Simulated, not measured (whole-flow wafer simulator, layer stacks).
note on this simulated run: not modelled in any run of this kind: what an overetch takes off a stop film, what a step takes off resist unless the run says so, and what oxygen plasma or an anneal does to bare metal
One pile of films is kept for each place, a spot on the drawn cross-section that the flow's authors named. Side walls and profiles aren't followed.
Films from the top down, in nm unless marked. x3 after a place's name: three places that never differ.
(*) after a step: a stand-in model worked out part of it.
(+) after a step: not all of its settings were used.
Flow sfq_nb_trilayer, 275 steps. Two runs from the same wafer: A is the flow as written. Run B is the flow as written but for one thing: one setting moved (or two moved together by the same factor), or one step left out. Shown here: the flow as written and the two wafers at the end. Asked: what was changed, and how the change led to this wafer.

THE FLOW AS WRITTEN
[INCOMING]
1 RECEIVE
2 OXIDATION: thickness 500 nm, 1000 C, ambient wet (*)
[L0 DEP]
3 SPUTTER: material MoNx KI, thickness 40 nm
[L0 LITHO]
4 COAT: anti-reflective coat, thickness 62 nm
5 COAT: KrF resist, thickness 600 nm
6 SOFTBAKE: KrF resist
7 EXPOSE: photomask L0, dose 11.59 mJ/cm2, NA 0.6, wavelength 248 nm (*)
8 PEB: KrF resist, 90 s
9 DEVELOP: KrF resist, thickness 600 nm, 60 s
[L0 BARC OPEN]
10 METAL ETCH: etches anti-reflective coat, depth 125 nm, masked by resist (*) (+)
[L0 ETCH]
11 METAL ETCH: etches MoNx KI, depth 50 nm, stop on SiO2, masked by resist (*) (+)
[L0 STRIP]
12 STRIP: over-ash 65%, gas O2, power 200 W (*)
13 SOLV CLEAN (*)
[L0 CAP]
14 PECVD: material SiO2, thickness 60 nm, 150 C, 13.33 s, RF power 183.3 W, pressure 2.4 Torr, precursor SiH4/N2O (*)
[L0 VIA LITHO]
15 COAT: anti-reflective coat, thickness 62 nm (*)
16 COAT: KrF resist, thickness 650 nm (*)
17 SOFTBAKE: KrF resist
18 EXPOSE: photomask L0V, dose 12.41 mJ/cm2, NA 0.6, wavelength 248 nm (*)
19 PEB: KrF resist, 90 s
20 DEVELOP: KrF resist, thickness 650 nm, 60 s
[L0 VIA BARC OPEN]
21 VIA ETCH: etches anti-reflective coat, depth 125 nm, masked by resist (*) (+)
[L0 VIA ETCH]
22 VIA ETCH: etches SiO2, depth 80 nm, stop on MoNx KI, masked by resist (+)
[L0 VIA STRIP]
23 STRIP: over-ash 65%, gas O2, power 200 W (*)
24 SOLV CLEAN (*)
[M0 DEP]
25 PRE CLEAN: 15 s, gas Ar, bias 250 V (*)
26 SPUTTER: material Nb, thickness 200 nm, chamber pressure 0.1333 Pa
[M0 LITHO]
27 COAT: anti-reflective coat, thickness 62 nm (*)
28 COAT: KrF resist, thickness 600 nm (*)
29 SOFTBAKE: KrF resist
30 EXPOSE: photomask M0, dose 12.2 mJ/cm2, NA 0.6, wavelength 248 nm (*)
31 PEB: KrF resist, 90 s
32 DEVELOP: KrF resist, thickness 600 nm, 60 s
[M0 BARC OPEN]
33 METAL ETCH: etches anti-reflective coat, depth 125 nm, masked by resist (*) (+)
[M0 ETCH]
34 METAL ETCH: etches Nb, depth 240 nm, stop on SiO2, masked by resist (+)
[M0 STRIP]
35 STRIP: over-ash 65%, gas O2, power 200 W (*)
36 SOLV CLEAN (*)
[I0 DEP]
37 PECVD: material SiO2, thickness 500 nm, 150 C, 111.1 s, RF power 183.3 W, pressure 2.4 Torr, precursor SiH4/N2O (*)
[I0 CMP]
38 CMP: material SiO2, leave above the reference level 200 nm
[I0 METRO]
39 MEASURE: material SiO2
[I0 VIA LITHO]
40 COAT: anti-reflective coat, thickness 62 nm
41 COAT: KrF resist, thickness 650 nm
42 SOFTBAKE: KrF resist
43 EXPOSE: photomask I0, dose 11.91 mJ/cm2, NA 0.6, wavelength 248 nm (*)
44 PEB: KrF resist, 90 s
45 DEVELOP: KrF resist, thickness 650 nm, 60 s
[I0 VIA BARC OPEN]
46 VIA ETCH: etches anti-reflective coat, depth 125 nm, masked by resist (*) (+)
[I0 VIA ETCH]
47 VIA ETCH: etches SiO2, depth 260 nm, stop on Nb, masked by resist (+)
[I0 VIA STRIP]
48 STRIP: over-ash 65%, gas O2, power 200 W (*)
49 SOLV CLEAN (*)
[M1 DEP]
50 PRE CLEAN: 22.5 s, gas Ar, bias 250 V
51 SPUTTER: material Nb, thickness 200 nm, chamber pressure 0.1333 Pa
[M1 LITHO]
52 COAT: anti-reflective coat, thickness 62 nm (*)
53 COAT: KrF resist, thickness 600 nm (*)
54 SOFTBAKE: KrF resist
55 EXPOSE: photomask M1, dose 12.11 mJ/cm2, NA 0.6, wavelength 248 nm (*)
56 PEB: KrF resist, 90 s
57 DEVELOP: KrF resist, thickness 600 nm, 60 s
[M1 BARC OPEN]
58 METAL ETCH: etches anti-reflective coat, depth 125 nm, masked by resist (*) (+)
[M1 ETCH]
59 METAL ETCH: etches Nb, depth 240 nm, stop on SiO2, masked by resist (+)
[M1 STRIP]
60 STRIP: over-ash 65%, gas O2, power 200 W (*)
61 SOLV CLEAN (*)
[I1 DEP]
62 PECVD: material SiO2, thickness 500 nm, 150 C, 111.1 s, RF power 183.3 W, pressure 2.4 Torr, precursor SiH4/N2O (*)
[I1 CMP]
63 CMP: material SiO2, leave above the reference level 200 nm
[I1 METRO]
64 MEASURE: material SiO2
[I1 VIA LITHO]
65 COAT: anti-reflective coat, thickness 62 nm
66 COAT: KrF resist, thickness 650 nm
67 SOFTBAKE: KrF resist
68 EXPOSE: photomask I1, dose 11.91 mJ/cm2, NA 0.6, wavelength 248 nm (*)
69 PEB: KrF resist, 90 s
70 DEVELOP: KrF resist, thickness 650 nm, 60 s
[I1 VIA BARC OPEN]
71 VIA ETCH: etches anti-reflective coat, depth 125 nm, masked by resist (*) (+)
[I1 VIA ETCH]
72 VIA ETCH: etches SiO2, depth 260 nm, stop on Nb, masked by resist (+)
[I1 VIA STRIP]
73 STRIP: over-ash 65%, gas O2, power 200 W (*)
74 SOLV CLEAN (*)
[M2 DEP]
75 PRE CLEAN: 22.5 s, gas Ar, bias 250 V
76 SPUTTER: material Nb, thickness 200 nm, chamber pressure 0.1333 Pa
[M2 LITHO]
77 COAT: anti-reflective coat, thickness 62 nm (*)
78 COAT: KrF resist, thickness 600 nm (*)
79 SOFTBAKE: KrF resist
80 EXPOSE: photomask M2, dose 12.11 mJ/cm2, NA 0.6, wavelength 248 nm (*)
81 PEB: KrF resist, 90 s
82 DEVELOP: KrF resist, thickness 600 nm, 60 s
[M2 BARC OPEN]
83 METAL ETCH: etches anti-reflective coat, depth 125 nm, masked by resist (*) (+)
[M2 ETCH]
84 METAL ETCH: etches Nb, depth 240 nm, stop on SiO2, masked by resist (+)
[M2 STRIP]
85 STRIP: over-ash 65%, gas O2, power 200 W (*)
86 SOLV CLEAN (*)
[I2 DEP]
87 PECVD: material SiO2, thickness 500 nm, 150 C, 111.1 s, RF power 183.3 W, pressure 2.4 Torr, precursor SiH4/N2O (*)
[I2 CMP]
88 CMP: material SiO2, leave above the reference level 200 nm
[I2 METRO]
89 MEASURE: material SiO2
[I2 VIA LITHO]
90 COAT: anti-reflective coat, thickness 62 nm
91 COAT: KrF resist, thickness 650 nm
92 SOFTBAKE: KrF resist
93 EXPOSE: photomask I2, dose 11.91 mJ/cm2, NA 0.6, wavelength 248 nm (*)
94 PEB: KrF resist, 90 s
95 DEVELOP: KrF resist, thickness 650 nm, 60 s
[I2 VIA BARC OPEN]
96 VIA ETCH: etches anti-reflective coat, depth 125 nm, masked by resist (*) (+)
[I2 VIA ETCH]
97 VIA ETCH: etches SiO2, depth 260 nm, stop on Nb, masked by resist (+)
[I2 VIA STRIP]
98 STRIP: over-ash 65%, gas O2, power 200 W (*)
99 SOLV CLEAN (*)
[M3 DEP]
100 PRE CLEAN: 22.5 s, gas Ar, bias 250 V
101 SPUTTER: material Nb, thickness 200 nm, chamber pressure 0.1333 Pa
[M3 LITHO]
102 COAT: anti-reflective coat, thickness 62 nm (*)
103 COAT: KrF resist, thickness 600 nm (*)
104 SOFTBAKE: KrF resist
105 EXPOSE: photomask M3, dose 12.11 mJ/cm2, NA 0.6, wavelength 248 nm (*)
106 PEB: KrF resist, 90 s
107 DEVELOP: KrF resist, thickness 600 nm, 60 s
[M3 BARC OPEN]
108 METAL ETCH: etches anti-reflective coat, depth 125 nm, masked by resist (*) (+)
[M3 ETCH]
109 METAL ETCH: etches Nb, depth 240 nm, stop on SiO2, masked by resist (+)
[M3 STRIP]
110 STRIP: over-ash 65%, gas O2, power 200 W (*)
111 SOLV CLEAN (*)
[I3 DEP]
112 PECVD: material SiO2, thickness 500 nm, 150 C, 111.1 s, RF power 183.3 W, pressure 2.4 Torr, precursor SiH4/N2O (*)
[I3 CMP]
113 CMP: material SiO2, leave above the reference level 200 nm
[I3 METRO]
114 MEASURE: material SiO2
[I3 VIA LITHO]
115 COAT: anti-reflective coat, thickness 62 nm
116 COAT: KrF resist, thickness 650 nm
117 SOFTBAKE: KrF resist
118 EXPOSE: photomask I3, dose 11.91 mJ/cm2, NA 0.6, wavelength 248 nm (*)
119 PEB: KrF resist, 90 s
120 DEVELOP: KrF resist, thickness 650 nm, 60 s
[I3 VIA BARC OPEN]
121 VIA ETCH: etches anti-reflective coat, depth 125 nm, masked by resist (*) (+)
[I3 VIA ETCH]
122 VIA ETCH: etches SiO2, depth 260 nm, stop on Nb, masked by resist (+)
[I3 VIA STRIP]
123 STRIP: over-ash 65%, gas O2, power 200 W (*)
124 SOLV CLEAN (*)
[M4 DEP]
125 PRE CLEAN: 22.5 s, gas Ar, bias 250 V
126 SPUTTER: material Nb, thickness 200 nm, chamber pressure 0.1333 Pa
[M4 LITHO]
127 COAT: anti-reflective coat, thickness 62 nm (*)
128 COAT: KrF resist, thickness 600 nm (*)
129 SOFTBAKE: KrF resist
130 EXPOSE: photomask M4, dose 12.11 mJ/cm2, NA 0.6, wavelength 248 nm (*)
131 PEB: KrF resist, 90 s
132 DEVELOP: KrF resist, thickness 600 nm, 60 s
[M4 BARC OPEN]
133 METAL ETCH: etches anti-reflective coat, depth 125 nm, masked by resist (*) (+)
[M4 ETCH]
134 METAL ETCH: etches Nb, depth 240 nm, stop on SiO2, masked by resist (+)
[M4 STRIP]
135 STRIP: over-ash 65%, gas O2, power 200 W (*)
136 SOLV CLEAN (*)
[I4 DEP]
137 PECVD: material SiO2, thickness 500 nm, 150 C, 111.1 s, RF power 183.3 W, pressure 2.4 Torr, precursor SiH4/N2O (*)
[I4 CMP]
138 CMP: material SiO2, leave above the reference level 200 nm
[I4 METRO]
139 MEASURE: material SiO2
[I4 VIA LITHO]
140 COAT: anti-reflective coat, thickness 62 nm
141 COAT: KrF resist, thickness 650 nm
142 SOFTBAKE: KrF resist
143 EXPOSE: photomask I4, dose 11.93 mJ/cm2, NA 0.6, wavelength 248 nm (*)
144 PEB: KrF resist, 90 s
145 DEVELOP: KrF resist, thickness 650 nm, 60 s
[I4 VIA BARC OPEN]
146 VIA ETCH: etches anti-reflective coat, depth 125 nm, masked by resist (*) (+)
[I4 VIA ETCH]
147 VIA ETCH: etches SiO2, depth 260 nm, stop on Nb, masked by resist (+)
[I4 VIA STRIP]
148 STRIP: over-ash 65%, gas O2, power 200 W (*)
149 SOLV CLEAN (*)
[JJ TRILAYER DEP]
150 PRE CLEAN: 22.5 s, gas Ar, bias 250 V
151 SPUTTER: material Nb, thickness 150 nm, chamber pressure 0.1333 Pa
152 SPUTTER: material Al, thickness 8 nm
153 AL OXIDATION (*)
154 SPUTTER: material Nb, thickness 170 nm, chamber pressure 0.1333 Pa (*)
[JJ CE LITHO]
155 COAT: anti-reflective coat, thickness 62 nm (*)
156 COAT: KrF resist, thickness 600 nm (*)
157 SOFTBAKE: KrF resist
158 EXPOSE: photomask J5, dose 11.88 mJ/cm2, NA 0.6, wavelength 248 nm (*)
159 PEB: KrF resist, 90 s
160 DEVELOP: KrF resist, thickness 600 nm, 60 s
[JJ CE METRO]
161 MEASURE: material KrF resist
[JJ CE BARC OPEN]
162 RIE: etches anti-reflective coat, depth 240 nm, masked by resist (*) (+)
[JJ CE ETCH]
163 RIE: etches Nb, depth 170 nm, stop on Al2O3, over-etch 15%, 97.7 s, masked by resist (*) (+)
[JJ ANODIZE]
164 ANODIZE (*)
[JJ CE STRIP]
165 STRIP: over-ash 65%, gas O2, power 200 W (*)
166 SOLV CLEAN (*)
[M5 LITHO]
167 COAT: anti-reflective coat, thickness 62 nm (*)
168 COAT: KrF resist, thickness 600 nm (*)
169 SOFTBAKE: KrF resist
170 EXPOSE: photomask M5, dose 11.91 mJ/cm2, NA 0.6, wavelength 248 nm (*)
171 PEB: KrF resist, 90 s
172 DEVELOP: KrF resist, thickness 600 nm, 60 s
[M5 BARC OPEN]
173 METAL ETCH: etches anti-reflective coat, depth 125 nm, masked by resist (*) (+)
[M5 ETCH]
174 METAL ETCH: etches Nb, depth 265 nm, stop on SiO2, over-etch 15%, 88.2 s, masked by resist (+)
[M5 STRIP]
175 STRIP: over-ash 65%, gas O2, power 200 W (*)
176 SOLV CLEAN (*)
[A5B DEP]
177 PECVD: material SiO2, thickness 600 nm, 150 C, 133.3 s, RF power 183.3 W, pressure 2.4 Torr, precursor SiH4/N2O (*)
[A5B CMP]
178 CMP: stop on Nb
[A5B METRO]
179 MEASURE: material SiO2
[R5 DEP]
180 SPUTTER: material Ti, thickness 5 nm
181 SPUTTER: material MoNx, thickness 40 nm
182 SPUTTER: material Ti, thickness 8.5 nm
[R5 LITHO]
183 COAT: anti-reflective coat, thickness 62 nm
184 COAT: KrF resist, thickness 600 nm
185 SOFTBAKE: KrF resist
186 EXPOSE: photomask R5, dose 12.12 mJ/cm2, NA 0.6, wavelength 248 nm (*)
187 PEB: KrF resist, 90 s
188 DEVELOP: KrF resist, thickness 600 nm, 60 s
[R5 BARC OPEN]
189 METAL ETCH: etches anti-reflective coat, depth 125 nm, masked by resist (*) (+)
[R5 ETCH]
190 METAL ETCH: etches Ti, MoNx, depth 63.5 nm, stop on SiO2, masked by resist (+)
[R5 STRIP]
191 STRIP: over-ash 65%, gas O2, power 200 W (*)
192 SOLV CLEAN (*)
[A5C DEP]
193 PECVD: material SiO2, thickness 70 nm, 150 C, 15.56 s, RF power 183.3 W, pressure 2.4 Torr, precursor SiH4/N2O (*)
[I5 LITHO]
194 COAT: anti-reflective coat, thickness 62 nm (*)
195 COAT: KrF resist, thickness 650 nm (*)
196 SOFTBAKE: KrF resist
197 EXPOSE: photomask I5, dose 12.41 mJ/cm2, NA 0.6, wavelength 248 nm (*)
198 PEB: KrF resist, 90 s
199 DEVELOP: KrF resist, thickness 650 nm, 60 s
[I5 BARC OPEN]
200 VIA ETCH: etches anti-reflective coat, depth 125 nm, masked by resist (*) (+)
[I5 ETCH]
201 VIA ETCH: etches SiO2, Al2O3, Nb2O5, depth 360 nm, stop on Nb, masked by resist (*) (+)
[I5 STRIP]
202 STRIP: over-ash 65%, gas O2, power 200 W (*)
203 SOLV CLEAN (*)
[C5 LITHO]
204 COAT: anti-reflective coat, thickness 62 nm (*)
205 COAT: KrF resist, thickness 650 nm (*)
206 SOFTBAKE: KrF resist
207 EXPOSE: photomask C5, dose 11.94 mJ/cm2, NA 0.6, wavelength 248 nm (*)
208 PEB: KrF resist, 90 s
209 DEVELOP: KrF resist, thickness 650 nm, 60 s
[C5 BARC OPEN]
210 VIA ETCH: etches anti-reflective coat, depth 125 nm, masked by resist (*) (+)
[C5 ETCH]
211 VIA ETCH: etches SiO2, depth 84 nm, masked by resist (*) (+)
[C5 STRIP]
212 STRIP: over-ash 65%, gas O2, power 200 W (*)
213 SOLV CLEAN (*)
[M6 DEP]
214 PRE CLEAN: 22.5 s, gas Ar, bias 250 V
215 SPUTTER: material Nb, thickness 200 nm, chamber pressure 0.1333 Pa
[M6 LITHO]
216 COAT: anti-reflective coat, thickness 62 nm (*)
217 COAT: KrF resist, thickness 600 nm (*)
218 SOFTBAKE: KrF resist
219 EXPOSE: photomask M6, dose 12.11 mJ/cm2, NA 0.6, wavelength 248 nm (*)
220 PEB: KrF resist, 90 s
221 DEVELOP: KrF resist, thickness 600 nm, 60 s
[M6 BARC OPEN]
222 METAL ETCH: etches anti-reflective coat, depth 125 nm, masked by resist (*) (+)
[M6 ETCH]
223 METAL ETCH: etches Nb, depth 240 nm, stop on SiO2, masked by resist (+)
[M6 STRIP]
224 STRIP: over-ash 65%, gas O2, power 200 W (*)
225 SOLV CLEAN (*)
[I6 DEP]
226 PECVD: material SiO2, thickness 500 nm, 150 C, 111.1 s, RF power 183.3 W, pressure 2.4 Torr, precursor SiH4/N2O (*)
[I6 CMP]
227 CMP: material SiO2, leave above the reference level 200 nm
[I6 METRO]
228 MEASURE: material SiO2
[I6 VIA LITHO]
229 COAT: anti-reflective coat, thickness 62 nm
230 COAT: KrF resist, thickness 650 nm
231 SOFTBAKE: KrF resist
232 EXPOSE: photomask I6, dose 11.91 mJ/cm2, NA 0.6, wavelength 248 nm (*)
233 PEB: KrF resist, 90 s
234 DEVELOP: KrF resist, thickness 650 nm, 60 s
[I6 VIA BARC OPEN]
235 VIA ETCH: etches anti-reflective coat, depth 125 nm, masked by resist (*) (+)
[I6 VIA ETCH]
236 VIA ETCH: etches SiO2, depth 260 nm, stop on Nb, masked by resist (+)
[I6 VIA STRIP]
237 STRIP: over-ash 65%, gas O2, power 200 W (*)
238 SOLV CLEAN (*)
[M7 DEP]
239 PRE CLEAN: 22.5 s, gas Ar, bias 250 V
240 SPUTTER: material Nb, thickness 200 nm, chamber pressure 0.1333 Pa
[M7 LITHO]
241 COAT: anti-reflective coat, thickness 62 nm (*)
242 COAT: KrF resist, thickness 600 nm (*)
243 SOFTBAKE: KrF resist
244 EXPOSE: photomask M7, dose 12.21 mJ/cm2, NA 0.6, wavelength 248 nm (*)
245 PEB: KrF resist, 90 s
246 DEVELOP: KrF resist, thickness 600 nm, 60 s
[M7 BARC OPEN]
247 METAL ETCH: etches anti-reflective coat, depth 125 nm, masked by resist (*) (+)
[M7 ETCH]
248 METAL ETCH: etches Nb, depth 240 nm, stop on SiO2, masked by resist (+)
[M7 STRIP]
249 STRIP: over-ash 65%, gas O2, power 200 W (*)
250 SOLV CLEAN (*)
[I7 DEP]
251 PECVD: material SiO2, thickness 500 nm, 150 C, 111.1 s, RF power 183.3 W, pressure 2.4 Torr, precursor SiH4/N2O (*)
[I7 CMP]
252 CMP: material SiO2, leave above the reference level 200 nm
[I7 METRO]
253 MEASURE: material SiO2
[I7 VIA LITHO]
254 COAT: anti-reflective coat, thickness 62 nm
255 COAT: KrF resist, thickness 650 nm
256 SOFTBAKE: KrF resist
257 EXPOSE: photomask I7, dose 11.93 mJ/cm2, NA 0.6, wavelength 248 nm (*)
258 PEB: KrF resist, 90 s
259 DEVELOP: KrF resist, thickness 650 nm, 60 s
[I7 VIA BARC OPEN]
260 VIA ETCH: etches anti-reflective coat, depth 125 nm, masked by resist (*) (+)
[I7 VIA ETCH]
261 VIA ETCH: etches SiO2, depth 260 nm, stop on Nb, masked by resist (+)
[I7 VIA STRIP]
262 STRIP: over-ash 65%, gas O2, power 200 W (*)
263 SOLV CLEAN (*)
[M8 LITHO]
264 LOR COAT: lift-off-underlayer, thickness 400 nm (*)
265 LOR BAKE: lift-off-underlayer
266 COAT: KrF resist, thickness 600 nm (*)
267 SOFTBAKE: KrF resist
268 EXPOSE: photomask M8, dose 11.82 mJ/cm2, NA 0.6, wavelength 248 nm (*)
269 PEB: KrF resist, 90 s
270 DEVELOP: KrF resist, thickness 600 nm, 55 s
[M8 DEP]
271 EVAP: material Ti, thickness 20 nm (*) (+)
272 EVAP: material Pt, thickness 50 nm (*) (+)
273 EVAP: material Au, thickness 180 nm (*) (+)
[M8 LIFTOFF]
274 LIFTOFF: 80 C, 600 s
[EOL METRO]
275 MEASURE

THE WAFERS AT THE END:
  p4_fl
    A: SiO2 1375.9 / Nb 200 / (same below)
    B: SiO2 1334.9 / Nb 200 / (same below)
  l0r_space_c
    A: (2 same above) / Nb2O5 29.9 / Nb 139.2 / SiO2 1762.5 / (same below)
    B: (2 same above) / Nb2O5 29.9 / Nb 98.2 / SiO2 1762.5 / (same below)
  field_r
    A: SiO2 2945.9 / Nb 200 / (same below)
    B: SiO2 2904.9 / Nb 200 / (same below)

The cause: step 151, SPUTTER: thickness 109 nm was run, where the flow has thickness 150 nm.

How the change led to this, step by step:
  151 SPUTTER: material Nb, thickness 150 nm, chamber pressure 0.1333 Pa
      field_l, v_sur, via_sp and 100 more: A Nb +150 (new film) | B Nb +109 (new film)
      via_wl, via_wr: A Nb +130.4 | B Nb +78.5
      (and at 1 more place)
  154 SPUTTER: material Nb, thickness 170 nm, chamber pressure 0.1333 Pa (*)
      via_w: A Nb +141 (new film) | B Nb +144.1 (new film)
  155 COAT: anti-reflective coat, thickness 62 nm (*)
      via_wl, via_wr: A anti-reflective coat +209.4 (new film) | B anti-reflective coat +237.1 (new film)
      via_w: A anti-reflective coat +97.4 (new film) | B anti-reflective coat +100.8 (new film)
  162 RIE: etches anti-reflective coat, depth 240 nm, masked by resist (*) (+)
      ce_l, c5j, ce_r, wl_jj: A KrF resist -209.4 | B KrF resist -237.1
      via_wl, via_wr: A anti-reflective coat -209.4 (all of it) | B anti-reflective coat -237.1 (all of it)
      (and at 1 more place)
  163 RIE: etches Nb, depth 170 nm, stop on Al2O3, over-etch 15%, 97.7 s, masked by resist (*) (+)
      via_w: A Nb -141 (all of it), Al2O3 -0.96 (all of it) | B Nb -144.1 (all of it), Al2O3 -0.96 (all of it)
  165 STRIP: over-ash 65%, gas O2, power 200 W (*)
      ce_l: A KrF resist -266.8 (all of it), anti-reflective coat -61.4 (all of it) | B KrF resist -239.2 (all of it), anti-reflective coat -61.5 (all of it)
      c5j: A KrF resist -266.9 (all of it), anti-reflective coat -61.5 (all of it) | B KrF resist -239.2 (all of it), anti-reflective coat -61.5 (all of it)
      (and at 2 more places)
  167 COAT: anti-reflective coat, thickness 62 nm (*)
      via_wl: A anti-reflective coat +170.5 (new film) | B anti-reflective coat +180.3 (new film)
      via_w: A anti-reflective coat +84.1 (new film) | B anti-reflective coat +78.6 (new film)
      (and at 3 more places)
  174 METAL ETCH: etches Nb, depth 265 nm, stop on SiO2, over-etch 15%, 88.2 s, masked by resist (+)
      field_l, r_sur, res and 50 more: A Al2O3 -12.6 (all of it), Nb2O5 -29.9 (all of it), Nb -139.2 (all of it), SiO2 -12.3 | B Al2O3 -12.6 (all of it), Nb2O5 -29.9 (all of it), Nb -98.2 (all of it), SiO2 -16.4
  175 STRIP: over-ash 65%, gas O2, power 200 W (*)
      via_wl: A KrF resist -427 (all of it), anti-reflective coat -170.5 (all of it) | B KrF resist -429.6 (all of it), anti-reflective coat -180.3 (all of it)
      via_w: A KrF resist -503.5 (all of it), anti-reflective coat -84.1 (all of it) | B KrF resist -498.2 (all of it), anti-reflective coat -78.6 (all of it)
      (and at 3 more places)
  177 PECVD: material SiO2, thickness 600 nm, 150 C, 133.3 s, RF power 183.3 W, pressure 2.4 Torr, precursor SiH4/N2O (*)
      via_wl, via_wr: A SiO2 +600 (new film) | B SiO2 +618.6 (new film)
  178 CMP: stop on Nb
      field_l, p4_fl, p4_fm and 39 more: A SiO2 -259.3 | B SiO2 -296.2
      r_sur, res, r_end, moat, field_r, lsp_l: A SiO2 -252.3 | B SiO2 -296.2
      (and at 8 more places)
